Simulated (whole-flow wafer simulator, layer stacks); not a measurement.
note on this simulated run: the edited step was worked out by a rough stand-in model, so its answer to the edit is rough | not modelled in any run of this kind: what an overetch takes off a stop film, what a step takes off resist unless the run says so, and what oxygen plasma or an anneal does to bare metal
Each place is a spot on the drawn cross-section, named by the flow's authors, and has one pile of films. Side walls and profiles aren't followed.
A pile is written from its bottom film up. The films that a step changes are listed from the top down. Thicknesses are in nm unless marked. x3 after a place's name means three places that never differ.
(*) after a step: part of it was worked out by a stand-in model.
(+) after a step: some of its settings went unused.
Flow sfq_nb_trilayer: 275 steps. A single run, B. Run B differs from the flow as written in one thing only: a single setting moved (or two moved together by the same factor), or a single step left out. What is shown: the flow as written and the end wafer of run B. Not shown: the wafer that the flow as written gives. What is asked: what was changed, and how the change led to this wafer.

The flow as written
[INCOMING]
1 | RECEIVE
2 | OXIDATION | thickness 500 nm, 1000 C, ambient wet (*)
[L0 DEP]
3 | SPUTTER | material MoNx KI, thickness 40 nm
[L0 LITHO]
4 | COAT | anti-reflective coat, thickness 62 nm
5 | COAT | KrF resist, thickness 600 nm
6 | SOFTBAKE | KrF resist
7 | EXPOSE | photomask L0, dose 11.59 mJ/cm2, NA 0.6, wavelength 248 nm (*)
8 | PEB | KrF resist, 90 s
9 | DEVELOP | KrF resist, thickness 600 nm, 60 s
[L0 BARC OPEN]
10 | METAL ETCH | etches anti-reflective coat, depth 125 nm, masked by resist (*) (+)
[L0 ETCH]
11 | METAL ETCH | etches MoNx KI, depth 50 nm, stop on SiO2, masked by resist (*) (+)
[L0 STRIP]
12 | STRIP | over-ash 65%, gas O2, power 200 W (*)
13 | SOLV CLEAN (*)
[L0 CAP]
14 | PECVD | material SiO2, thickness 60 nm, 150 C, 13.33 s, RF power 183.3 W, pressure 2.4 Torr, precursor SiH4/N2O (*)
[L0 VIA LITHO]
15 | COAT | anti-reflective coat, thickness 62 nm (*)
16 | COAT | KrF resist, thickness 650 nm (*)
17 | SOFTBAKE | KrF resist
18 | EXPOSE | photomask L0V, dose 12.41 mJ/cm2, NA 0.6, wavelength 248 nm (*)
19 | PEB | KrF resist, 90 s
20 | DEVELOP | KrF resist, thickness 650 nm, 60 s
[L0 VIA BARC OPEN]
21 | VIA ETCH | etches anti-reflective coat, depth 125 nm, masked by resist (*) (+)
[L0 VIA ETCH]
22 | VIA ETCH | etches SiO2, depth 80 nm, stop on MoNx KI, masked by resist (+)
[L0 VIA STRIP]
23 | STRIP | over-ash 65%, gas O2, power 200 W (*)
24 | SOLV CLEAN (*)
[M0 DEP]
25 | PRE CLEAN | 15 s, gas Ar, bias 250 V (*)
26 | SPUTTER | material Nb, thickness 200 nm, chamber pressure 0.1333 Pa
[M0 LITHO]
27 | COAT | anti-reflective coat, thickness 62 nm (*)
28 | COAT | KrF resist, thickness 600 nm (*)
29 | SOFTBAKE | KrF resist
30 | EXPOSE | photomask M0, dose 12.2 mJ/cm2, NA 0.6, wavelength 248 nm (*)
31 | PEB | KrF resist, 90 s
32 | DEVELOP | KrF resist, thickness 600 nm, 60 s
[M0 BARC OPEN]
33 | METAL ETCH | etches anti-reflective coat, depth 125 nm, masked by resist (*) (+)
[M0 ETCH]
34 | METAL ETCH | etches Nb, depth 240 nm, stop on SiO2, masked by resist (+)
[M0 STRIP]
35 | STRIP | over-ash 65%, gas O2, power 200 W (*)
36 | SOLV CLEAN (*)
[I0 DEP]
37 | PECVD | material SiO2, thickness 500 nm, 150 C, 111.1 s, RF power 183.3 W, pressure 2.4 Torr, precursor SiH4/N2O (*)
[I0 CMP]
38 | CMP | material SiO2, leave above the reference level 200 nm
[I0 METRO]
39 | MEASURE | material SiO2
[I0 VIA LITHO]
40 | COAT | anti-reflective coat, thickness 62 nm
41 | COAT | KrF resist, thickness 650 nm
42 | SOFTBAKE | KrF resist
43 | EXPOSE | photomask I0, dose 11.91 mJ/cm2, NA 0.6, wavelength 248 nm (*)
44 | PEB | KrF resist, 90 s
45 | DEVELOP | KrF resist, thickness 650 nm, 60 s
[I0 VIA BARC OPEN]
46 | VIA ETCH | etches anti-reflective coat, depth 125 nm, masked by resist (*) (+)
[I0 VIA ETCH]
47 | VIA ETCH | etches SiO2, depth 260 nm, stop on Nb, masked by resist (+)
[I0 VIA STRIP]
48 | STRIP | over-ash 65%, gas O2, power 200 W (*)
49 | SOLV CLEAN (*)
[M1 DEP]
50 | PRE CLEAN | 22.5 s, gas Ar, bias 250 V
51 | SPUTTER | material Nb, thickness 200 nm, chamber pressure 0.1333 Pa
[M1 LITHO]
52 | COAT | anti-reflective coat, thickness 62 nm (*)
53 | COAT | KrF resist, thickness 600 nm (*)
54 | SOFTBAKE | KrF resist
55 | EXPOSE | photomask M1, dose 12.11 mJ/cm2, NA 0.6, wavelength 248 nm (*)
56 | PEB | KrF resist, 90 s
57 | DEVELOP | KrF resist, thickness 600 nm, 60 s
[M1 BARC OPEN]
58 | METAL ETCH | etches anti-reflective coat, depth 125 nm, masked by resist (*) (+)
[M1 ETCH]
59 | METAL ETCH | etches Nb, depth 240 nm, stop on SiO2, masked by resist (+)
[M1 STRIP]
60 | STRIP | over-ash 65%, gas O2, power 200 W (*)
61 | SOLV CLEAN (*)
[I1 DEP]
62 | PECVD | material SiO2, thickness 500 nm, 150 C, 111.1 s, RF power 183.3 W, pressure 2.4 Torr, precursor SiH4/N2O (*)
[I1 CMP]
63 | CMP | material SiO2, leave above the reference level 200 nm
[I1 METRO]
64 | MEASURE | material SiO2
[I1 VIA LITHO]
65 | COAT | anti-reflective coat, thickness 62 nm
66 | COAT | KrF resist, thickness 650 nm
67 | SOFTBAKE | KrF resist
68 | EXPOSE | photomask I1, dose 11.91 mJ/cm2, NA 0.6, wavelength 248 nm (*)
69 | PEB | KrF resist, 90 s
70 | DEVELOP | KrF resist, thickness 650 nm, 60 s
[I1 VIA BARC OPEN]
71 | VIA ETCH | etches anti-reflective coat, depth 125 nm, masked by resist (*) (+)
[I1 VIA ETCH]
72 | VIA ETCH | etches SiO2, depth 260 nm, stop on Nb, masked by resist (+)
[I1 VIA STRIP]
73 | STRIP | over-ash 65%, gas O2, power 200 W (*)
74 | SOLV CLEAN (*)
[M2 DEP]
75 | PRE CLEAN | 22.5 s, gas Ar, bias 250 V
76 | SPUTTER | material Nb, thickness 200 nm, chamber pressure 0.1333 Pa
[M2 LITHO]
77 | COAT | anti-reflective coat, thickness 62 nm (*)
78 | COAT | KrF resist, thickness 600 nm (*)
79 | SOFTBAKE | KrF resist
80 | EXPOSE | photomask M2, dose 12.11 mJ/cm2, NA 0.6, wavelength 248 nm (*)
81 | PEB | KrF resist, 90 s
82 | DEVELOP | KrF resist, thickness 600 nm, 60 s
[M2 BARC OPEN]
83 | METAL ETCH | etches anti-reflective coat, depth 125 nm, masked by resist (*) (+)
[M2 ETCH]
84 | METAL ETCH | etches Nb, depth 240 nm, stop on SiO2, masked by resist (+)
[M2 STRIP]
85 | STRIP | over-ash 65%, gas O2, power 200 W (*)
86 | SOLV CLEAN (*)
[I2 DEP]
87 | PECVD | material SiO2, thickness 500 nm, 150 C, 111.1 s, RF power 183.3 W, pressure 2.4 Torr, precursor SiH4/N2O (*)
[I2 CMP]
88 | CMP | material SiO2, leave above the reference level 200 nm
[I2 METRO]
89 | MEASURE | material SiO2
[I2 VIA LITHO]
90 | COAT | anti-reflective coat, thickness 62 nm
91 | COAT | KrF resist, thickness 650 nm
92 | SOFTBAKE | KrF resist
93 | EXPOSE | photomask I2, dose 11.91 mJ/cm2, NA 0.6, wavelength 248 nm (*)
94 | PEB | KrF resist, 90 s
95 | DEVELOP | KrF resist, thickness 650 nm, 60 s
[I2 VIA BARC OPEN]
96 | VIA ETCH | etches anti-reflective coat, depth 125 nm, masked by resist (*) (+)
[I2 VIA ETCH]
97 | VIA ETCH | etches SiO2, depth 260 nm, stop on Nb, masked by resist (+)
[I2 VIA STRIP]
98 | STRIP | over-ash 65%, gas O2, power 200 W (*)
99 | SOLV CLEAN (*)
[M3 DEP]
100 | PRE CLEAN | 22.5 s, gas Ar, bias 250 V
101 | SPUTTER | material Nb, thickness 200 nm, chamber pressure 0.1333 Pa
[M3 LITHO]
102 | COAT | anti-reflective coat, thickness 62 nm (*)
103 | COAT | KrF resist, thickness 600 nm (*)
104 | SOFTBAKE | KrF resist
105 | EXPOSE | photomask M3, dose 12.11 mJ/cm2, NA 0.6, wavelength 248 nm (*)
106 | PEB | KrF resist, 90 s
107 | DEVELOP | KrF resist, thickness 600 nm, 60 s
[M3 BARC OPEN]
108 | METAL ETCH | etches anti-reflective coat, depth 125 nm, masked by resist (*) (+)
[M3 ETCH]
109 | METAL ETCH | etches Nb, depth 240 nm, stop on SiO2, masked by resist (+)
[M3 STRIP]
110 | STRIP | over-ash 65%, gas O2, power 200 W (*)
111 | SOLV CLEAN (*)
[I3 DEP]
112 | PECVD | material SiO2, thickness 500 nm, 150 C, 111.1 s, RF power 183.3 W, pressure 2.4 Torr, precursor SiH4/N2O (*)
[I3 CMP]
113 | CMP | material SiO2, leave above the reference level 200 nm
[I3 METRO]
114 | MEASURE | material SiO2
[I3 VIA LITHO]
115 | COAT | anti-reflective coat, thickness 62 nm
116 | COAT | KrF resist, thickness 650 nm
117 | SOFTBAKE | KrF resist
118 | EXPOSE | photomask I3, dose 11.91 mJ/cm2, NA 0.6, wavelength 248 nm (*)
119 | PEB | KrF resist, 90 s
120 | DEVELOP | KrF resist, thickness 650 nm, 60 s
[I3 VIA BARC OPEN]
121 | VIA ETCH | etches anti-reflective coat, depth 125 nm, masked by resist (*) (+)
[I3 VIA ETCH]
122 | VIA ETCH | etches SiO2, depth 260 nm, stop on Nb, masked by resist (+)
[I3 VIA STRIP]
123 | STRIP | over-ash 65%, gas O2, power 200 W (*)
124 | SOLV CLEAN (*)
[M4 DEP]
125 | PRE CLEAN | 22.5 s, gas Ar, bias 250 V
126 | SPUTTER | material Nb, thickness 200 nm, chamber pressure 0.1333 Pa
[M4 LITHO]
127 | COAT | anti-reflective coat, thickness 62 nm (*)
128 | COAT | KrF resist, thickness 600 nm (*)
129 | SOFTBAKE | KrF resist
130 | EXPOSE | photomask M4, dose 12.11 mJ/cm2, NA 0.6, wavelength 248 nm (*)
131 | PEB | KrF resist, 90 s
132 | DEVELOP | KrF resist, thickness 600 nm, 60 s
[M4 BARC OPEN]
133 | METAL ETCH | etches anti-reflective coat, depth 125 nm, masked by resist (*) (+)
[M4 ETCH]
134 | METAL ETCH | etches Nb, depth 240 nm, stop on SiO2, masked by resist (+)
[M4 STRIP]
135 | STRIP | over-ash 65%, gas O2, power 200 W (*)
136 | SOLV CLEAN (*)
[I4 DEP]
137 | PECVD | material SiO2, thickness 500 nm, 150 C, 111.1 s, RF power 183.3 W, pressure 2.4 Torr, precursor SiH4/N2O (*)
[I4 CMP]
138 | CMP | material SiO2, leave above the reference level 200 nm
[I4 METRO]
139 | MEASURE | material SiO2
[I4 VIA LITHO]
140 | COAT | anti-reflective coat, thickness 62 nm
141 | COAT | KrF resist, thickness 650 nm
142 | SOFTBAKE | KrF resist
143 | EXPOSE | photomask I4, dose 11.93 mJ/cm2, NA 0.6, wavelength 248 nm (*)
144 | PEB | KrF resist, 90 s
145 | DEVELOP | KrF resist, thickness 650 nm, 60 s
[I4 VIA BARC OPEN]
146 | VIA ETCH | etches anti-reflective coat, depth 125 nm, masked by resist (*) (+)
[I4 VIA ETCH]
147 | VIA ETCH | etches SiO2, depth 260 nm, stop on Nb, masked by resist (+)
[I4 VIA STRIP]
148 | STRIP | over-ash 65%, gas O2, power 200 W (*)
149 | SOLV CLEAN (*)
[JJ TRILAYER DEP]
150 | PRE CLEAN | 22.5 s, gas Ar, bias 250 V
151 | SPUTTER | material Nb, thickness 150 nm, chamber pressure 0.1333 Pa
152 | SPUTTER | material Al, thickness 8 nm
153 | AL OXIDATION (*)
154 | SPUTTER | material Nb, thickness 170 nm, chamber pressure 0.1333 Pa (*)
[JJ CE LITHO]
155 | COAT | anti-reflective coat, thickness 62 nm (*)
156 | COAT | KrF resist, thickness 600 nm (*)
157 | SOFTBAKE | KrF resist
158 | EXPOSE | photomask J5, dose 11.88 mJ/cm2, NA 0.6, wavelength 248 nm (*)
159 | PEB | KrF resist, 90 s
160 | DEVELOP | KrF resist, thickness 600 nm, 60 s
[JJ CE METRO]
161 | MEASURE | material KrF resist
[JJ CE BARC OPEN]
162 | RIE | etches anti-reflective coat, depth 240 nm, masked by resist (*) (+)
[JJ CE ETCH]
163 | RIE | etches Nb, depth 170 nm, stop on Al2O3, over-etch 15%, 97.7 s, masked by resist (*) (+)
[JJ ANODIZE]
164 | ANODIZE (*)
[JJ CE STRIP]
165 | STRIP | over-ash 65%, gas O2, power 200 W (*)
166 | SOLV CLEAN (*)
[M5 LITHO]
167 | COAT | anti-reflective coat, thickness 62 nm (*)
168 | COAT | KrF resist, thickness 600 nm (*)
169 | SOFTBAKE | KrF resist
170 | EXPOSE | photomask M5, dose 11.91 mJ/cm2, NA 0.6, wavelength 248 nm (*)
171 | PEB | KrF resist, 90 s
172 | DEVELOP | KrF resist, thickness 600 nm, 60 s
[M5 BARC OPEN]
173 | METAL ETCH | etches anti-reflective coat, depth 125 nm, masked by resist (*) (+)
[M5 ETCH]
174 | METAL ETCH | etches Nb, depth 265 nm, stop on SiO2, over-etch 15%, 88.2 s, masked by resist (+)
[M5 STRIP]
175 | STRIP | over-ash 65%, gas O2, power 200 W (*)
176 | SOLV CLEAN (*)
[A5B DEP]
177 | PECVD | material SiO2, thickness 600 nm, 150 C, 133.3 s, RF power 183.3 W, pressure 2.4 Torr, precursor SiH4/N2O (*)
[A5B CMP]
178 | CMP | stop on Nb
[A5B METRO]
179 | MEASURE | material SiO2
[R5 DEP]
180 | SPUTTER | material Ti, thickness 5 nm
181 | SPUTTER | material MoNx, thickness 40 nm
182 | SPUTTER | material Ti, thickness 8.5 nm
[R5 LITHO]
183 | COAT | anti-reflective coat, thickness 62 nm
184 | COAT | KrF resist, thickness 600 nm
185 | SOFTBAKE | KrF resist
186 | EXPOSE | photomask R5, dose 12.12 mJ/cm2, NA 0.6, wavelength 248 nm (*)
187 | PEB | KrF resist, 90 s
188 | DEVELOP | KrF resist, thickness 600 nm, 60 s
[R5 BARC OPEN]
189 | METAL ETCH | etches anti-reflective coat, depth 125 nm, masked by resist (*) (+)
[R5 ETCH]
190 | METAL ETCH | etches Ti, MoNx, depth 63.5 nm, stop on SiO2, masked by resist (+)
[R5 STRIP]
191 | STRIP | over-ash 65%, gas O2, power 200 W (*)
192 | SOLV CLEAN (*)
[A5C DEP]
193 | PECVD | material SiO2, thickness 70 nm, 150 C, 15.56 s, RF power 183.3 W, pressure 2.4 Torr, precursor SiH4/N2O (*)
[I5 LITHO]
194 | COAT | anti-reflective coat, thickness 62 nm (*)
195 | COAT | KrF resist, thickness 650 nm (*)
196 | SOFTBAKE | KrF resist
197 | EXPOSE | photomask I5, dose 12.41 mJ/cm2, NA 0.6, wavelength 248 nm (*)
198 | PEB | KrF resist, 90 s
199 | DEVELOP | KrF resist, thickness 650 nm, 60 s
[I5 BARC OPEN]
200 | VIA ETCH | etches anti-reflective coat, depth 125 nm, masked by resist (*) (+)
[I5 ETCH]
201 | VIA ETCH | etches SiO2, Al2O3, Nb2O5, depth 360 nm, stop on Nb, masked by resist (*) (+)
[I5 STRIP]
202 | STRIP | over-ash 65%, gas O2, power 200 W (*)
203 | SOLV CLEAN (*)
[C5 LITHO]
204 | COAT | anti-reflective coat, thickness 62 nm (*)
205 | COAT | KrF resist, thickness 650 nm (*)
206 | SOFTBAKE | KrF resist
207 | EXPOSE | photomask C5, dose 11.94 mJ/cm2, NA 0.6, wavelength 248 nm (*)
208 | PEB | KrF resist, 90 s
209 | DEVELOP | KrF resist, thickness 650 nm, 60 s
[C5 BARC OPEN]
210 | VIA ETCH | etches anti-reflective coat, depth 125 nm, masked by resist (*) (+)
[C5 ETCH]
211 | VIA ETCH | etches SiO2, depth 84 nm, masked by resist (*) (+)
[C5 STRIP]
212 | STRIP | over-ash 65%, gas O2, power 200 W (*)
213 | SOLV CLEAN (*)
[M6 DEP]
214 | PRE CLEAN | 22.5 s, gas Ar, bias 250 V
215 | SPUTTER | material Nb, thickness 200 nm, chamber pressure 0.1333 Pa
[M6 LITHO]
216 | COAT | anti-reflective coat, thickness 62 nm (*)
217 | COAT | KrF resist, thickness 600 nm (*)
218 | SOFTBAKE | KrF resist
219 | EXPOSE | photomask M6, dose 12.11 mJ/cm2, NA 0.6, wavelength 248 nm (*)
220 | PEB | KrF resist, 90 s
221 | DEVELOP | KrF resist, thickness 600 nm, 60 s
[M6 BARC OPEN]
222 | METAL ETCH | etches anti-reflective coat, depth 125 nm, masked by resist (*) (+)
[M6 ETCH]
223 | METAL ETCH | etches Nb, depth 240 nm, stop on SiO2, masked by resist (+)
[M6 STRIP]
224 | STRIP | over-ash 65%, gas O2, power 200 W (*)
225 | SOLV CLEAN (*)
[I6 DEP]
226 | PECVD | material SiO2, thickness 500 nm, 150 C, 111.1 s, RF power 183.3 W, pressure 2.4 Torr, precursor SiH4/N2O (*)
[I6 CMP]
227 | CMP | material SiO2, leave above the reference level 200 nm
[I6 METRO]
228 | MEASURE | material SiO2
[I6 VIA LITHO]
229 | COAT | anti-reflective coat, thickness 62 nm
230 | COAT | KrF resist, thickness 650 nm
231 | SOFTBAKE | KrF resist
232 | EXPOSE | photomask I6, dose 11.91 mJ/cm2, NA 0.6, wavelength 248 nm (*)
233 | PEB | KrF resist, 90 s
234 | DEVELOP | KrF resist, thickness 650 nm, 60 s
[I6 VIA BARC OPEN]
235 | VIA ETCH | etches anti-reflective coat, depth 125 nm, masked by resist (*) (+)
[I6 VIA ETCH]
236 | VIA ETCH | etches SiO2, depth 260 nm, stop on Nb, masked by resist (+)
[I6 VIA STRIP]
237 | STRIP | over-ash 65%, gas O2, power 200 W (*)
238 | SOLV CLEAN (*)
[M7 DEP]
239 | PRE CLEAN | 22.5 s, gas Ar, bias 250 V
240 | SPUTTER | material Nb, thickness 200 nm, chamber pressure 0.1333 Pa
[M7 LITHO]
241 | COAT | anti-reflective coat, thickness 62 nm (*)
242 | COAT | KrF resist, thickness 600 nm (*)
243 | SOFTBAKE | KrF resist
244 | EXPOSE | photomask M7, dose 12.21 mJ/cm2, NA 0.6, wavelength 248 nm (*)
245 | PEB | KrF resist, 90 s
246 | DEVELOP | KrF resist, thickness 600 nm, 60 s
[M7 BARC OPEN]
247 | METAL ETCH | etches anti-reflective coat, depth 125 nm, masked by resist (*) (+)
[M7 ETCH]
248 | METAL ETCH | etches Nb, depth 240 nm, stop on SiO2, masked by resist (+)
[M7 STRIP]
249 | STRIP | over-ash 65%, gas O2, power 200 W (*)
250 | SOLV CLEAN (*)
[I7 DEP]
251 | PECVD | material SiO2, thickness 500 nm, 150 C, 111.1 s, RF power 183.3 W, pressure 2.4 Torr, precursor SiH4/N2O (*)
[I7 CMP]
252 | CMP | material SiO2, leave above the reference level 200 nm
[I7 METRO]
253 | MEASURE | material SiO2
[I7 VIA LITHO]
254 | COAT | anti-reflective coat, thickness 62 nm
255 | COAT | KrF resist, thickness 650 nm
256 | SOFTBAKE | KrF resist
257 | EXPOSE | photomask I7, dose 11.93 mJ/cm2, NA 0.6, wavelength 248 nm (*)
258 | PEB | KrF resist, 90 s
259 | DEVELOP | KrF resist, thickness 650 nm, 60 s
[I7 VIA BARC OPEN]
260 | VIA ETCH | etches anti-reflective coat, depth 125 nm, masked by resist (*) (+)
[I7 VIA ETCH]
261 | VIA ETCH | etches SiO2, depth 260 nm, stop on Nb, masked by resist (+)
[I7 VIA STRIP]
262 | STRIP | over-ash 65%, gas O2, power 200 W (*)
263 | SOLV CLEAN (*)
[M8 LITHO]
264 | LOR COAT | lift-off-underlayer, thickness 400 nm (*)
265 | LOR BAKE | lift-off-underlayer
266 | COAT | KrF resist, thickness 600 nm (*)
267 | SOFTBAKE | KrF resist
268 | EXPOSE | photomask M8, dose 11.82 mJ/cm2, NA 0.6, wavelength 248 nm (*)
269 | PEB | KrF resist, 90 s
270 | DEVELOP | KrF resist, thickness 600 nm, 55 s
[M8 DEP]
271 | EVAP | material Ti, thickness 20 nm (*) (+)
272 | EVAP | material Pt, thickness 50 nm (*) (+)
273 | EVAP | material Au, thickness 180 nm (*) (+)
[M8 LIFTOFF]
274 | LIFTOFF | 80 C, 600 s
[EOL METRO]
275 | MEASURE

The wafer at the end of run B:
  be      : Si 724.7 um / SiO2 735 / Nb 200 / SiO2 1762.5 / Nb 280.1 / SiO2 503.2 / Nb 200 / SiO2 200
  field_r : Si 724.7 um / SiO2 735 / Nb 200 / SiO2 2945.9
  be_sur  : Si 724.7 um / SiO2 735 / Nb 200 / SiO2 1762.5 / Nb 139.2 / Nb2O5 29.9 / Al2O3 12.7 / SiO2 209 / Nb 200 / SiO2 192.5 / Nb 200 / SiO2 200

The reason: step 2, OXIDATION: thickness 680 nm was run, while the flow as written has thickness 500 nm.

Step by step, how the change led to this:
  2 | OXIDATION | thickness 500 nm, 1000 C, ambient wet (*)
      field_l, v_sur, via_wl and 103 more: SiO2 gains 680 (new film), chemical SiO2 loses 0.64 (all of it), Si loses 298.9 (as written it would have been: SiO2 gains 500 (new film), chemical SiO2 loses 0.64 (all of it), Si loses 219.7)
